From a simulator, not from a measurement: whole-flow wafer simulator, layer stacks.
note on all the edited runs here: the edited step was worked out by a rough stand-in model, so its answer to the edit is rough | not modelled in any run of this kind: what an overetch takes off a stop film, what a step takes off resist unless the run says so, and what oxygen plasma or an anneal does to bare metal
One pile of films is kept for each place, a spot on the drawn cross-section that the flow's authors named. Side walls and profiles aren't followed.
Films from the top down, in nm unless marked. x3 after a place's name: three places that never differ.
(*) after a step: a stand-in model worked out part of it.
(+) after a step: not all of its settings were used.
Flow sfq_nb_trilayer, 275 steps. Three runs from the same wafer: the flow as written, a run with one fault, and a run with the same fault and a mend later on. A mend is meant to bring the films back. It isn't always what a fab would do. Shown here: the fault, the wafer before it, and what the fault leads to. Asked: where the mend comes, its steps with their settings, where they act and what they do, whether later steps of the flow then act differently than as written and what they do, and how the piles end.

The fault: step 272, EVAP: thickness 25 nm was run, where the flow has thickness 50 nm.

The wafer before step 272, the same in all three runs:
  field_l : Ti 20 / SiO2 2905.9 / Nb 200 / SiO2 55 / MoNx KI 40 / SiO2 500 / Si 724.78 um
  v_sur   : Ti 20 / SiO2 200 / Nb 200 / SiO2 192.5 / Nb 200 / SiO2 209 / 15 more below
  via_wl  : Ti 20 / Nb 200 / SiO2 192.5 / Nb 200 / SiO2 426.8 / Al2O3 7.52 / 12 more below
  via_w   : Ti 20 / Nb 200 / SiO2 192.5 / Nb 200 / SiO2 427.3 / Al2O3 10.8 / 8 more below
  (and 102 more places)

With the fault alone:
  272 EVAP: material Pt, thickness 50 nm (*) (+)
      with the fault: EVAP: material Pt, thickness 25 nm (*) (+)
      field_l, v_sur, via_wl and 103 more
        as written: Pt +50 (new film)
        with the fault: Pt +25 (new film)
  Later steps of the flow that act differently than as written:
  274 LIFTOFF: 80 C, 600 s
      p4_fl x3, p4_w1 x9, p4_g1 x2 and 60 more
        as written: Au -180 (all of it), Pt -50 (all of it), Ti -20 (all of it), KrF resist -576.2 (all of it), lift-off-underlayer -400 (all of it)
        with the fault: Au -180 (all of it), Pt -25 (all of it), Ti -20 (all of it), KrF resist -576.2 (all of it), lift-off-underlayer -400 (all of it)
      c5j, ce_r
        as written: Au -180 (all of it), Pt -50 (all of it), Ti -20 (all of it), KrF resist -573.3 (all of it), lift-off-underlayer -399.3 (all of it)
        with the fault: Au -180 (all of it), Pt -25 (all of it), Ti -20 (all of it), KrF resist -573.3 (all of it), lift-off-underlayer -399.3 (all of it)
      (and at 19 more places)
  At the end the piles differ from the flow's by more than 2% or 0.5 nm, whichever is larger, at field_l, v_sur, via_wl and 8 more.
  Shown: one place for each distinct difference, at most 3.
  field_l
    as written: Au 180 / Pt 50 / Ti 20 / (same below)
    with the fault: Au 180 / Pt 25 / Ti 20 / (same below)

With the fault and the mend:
  The mend comes after step 272.
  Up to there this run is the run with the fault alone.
  272a EVAP: material Pt, thickness 25 nm (*) (+) (the flow's step 272 once more, with other settings)
      field_l, v_sur, via_wl and 103 more
        Pt +25
  No later step of the flow acts differently than as written at any place that is followed.
  At the end the piles are the same as the flow's at every place that both follow.
